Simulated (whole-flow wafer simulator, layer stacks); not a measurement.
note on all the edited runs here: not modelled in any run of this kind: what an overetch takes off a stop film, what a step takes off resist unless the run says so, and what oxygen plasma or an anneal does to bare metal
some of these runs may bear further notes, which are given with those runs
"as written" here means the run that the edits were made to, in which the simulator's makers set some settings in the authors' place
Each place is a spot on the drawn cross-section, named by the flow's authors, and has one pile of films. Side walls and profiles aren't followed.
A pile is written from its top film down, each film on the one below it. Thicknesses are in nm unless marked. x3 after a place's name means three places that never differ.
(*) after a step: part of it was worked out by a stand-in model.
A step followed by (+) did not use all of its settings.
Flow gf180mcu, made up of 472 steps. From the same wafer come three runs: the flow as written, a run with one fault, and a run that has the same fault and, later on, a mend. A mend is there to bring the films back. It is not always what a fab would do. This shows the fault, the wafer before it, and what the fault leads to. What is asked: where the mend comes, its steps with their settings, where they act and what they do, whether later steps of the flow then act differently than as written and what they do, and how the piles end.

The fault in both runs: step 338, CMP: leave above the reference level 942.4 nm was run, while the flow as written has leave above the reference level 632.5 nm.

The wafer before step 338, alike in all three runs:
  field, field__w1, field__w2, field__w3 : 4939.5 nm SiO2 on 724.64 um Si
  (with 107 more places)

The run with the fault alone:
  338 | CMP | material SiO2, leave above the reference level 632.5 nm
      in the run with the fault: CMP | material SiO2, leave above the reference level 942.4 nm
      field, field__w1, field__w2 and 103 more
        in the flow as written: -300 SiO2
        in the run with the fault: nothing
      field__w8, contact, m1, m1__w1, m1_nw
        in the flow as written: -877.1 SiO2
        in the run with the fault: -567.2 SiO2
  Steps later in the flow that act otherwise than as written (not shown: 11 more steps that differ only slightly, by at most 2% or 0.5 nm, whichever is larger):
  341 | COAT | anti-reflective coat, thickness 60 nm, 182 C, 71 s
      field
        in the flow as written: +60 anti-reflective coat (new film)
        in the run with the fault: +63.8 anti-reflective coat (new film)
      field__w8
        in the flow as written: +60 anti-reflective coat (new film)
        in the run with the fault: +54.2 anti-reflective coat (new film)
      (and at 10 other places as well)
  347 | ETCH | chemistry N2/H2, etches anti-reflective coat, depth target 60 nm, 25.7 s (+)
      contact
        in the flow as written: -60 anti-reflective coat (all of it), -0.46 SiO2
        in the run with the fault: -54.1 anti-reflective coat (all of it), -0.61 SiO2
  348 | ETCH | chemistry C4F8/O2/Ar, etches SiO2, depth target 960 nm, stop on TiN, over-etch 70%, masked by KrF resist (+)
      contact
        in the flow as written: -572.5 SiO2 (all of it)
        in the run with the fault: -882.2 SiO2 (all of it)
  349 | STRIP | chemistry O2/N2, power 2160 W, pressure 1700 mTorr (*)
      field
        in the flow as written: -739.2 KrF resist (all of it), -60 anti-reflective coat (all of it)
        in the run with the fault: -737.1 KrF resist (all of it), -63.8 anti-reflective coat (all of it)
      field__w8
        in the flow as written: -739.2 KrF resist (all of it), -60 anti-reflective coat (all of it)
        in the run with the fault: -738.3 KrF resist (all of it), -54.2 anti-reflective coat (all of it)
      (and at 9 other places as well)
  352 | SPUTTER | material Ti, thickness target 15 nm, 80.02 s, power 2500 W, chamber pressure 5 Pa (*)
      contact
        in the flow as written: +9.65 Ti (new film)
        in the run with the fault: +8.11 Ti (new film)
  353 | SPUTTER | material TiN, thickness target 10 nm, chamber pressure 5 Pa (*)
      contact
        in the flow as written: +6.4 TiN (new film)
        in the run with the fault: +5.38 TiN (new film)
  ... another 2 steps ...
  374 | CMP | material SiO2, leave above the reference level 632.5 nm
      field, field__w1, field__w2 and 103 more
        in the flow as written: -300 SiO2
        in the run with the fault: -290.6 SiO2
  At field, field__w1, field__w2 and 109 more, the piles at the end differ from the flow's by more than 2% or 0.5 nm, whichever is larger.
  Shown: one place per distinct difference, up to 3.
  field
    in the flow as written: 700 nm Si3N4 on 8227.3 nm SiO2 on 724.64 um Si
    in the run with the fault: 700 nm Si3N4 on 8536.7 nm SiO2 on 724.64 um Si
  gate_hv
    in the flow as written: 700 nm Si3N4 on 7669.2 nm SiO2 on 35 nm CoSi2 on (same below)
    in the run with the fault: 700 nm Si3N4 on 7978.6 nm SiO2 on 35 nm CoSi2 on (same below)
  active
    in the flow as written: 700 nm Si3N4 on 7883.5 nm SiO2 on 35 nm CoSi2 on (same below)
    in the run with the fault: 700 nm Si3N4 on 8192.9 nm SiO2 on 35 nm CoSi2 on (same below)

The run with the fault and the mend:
  After step 338 comes the mend.
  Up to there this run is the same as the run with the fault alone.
  338a | CMP | material SiO2, leave above the reference level 632.5 nm (the flow's step 338 again)
      field, field__w1, field__w2 and 103 more
        -300 SiO2
      field__w8, contact, m1, m1__w1, m1_nw
        -309.9 SiO2
  None of the later steps of the flow acts differently than as written at any place that is followed.
  The piles end the same as the flow's at every place that both follow.
